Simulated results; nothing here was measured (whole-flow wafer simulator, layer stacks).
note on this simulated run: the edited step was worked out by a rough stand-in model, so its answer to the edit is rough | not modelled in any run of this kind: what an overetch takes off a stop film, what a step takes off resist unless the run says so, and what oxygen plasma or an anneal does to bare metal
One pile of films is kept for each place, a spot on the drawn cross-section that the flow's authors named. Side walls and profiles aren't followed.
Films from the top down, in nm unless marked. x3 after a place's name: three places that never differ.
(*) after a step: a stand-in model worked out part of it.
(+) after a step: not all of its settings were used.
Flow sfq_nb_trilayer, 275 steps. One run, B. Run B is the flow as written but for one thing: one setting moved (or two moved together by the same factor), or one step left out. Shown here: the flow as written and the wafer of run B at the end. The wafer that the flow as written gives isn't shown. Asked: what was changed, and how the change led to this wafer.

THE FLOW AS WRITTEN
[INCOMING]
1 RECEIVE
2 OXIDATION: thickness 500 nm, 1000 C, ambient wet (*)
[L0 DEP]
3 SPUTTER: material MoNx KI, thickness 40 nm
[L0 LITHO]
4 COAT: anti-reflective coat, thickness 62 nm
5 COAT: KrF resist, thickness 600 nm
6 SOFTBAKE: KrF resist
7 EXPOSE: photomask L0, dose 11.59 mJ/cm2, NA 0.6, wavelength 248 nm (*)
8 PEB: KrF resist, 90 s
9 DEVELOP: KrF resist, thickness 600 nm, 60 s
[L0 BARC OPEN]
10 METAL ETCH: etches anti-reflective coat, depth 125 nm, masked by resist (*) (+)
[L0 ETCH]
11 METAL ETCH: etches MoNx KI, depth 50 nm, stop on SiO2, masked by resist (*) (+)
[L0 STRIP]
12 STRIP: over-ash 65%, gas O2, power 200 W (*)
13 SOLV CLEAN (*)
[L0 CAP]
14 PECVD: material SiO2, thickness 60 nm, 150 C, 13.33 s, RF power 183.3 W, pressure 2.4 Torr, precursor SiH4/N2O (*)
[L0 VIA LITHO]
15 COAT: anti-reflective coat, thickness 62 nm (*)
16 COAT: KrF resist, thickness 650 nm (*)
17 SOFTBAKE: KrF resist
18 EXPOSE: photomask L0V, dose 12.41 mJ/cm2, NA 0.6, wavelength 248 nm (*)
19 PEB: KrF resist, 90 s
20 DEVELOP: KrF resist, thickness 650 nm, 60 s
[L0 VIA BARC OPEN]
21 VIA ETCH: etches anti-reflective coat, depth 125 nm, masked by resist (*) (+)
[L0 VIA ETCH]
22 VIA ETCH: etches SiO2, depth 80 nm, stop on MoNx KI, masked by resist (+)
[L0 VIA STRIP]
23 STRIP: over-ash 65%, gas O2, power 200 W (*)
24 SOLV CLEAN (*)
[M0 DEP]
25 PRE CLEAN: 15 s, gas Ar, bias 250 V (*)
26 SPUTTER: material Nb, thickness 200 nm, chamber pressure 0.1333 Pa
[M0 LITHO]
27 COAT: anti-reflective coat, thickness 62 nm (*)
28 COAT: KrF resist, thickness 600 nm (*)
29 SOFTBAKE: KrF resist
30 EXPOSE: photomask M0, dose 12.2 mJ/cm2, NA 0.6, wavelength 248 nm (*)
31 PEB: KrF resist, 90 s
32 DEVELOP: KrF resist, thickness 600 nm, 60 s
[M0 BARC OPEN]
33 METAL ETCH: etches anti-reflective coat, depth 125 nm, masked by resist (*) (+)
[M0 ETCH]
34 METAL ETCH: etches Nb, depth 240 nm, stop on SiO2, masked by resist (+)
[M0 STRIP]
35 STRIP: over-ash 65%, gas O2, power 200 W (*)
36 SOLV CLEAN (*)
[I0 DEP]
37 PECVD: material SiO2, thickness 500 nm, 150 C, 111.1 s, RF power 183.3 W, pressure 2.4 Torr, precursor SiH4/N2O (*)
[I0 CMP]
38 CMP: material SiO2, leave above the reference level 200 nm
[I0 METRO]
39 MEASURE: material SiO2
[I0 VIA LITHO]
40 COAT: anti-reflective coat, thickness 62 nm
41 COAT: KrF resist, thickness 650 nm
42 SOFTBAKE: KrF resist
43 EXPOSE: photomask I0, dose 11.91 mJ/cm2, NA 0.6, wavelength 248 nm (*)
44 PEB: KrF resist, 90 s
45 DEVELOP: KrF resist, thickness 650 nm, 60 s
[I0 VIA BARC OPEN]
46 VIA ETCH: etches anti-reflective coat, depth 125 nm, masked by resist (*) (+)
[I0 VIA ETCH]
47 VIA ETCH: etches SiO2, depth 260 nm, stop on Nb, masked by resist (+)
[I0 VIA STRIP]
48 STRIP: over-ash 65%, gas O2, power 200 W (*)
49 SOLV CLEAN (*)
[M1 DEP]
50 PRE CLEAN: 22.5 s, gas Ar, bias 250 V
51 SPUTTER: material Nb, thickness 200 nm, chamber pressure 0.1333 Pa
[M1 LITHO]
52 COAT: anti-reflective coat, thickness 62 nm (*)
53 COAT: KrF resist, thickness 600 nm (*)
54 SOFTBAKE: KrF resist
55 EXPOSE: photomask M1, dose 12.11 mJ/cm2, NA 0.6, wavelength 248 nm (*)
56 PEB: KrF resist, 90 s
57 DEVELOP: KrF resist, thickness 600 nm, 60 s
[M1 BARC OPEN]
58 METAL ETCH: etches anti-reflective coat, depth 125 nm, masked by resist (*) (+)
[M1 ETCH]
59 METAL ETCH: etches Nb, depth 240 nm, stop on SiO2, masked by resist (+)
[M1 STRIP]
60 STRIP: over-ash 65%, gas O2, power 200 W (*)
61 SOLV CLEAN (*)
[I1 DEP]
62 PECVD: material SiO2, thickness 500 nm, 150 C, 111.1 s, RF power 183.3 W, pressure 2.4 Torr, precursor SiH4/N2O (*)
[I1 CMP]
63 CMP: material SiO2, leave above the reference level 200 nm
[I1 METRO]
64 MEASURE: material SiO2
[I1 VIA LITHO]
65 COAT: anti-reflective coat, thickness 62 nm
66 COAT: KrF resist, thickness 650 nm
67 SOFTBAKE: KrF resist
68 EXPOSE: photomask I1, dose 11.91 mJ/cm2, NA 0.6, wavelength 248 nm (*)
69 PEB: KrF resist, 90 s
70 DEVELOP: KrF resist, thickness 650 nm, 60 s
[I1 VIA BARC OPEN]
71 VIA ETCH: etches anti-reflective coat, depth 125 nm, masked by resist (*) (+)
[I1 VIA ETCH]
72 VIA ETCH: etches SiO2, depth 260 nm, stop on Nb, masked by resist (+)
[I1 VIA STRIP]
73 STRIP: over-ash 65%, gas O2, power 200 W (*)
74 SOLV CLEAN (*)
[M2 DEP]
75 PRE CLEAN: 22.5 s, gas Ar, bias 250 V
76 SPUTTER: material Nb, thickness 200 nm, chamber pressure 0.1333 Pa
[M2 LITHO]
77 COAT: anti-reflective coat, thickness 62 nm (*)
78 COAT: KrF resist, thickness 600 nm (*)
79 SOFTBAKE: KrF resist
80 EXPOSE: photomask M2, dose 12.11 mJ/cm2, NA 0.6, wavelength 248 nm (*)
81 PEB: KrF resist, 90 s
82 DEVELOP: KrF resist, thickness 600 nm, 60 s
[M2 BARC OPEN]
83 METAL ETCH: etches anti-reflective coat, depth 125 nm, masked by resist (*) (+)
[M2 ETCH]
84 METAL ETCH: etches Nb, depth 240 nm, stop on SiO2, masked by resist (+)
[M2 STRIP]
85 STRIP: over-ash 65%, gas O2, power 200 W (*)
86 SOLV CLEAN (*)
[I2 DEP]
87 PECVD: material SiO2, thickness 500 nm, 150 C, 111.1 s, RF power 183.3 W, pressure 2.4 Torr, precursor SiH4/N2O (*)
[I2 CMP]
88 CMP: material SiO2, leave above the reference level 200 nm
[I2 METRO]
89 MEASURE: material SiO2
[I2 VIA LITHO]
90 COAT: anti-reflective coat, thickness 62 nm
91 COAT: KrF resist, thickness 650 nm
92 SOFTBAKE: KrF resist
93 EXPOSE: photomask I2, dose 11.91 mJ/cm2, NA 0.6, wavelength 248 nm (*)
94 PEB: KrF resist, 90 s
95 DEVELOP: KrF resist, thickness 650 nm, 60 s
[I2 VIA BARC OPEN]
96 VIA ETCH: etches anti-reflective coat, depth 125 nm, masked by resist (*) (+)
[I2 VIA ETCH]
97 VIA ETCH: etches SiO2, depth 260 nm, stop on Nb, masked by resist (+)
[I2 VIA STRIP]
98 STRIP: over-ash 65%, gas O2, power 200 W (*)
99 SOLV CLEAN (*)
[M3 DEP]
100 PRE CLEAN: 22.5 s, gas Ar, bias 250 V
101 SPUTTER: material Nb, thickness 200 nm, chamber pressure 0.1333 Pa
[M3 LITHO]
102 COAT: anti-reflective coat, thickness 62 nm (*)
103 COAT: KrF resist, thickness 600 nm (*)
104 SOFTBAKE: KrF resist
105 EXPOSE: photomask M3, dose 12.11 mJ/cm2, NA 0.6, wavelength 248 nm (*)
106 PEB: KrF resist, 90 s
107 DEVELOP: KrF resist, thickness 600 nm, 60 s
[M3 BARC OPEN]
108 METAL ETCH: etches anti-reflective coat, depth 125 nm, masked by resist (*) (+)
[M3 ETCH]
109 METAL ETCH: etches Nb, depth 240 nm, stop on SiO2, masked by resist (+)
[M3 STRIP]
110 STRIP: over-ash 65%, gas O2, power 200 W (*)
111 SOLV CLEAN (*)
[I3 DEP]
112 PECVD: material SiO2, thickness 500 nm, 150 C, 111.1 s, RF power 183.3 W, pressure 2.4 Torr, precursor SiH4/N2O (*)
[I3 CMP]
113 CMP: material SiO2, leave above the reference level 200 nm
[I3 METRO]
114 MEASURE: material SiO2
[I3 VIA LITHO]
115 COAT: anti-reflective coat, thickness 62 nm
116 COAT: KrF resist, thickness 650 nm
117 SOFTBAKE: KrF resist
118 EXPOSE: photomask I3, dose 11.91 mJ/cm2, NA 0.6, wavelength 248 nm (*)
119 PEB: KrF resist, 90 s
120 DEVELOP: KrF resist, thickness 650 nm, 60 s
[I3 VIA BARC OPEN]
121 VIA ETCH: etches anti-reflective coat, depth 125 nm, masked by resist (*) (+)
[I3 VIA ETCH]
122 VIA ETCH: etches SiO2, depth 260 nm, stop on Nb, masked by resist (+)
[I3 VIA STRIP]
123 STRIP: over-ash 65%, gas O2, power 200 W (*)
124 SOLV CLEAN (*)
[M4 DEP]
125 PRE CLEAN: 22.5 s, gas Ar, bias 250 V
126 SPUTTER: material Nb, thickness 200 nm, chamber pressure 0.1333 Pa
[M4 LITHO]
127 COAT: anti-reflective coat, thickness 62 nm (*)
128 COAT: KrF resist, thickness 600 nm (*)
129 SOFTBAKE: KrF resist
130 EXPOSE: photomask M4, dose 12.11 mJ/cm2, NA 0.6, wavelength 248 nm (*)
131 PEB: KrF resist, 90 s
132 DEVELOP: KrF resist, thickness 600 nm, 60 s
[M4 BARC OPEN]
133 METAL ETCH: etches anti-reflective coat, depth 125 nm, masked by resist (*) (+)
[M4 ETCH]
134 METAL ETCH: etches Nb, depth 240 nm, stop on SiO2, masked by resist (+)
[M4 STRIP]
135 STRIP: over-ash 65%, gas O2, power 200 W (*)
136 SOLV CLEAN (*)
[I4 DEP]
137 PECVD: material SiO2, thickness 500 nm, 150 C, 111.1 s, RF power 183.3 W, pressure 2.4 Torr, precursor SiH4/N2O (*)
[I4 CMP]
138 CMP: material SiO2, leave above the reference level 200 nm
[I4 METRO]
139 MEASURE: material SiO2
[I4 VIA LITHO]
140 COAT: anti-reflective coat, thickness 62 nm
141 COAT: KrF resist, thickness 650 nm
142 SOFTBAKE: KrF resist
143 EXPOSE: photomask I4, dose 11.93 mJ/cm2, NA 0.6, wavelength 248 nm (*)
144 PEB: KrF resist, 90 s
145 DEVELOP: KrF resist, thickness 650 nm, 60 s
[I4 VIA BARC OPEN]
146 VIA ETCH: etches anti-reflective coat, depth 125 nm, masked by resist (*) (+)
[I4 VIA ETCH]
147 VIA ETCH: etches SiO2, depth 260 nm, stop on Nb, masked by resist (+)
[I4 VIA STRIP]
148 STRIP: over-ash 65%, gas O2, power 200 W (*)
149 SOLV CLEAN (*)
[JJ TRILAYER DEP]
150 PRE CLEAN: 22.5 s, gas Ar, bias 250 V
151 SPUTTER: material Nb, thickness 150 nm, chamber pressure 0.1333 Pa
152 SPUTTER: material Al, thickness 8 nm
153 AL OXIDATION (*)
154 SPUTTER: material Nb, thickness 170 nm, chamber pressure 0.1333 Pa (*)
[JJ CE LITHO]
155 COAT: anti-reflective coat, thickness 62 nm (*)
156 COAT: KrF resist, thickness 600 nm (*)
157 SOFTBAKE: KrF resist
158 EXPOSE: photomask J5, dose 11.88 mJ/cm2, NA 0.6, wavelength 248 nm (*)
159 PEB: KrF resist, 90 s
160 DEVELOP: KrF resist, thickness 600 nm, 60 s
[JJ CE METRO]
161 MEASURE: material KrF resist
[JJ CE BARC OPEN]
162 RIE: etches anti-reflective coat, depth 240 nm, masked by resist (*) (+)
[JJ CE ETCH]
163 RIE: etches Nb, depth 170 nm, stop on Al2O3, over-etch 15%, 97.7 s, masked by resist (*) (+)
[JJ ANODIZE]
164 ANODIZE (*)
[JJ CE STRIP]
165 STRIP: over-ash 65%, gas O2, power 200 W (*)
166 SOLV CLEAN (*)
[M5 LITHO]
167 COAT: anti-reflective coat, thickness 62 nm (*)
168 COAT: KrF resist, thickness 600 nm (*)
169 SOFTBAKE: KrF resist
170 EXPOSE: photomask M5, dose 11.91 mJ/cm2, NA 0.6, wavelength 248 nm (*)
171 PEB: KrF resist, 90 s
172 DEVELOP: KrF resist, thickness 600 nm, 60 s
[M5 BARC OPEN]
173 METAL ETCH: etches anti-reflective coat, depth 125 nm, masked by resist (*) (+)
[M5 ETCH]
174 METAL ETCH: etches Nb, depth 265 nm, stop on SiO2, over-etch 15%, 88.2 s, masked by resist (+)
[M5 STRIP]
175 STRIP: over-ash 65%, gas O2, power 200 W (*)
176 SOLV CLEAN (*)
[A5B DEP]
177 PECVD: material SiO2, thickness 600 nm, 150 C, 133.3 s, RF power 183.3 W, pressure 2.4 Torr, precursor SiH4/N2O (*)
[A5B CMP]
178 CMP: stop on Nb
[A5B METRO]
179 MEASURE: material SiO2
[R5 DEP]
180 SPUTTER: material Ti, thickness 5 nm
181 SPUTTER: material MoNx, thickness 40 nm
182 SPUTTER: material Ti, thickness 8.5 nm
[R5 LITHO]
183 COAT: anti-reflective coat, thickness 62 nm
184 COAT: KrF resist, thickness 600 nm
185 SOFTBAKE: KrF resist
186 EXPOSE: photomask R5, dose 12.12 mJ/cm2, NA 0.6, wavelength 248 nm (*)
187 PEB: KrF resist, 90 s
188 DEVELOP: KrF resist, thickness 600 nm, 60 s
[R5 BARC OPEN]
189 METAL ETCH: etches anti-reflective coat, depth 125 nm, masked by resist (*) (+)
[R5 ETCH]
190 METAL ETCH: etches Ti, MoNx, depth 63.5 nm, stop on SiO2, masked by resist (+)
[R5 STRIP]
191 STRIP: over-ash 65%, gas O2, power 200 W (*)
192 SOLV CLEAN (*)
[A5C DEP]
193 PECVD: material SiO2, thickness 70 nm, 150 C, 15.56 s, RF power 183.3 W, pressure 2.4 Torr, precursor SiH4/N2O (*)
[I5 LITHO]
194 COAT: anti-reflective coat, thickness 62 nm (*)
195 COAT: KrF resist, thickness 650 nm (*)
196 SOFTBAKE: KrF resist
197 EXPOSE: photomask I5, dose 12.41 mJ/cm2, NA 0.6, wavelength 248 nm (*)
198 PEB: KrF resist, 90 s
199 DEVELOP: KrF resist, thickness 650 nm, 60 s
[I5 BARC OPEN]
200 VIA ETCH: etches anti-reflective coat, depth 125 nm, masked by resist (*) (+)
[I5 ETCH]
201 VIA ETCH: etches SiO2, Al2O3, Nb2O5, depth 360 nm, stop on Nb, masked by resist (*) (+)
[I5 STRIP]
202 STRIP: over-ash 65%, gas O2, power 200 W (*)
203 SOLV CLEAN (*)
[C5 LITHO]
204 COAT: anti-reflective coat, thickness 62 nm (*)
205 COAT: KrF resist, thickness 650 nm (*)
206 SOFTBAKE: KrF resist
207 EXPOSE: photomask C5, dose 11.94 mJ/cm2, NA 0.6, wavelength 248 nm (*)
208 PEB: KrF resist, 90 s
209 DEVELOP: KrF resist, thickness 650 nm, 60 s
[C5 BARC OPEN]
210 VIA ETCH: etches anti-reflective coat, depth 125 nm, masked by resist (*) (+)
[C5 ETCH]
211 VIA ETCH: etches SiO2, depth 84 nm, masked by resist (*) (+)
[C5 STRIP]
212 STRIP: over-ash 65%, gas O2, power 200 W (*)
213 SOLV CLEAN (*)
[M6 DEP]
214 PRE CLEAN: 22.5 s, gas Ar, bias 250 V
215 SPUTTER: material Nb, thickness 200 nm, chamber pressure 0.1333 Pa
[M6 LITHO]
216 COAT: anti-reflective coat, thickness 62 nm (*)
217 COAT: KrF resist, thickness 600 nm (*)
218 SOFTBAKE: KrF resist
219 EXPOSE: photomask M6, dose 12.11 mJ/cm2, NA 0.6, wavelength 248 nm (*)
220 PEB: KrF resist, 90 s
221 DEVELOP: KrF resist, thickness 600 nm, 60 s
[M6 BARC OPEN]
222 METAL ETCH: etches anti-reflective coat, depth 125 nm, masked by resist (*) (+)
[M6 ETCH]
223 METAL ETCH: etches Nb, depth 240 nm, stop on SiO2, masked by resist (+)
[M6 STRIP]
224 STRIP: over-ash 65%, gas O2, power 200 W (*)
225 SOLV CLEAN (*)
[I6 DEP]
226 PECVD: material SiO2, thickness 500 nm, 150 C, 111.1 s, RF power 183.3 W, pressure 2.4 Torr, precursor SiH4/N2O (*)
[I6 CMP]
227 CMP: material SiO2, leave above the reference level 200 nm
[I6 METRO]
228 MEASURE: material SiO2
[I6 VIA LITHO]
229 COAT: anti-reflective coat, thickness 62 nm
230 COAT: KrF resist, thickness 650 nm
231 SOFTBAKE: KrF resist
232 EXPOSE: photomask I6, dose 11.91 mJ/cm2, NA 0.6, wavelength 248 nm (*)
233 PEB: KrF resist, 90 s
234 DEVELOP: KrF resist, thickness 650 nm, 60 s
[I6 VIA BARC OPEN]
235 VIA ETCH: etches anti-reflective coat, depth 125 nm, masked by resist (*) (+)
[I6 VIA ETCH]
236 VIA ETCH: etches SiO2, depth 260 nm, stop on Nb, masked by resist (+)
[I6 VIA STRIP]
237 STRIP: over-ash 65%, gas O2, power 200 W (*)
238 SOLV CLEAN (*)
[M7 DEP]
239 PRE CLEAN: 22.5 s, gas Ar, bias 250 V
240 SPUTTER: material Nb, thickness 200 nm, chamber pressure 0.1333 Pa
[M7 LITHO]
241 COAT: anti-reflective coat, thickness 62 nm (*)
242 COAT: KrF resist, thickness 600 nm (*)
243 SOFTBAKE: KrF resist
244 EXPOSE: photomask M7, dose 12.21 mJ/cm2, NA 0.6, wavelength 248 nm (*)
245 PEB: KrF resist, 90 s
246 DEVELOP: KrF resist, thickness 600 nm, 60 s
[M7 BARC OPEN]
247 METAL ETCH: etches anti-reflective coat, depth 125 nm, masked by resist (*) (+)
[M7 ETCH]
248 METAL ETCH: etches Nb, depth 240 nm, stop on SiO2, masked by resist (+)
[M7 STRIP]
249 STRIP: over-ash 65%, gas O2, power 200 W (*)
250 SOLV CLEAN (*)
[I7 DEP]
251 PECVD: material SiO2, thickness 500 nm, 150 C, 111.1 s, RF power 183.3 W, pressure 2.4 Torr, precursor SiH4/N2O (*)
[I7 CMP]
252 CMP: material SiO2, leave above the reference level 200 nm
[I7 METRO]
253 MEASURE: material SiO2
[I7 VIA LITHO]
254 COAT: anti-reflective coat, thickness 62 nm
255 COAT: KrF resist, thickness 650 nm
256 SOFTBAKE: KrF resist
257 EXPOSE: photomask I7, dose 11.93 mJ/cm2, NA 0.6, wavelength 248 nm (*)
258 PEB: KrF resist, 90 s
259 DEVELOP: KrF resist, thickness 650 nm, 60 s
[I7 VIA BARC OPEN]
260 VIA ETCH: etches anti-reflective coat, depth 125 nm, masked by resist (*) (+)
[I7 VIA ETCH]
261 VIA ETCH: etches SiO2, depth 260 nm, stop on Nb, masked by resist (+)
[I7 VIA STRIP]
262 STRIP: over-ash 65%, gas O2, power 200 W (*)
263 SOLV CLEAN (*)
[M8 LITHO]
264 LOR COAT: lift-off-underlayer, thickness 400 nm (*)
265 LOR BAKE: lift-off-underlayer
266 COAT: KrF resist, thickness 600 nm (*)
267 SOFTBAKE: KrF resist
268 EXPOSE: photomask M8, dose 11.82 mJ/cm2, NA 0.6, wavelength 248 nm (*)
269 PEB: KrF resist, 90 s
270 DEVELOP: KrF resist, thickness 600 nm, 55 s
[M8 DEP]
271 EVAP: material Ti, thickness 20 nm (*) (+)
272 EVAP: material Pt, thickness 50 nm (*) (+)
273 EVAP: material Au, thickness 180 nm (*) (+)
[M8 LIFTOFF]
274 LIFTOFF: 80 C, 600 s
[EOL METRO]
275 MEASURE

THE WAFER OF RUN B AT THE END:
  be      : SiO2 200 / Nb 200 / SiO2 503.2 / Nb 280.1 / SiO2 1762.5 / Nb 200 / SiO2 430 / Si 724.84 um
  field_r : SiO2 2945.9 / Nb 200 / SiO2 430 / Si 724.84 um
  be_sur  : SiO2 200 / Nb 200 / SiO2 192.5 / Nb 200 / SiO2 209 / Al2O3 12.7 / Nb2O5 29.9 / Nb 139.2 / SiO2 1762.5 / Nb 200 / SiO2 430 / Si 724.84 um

The cause: step 2, OXIDATION: thickness 375 nm was run, where the flow has thickness 500 nm.

How the change led to this, step by step:
  2 OXIDATION: thickness 500 nm, 1000 C, ambient wet (*)
      field_l, v_sur, via_wl and 103 more: SiO2 +375 (new film), chemical SiO2 -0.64 (all of it), Si -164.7 (as written it would be: SiO2 +500 (new film), chemical SiO2 -0.64 (all of it), Si -219.7)
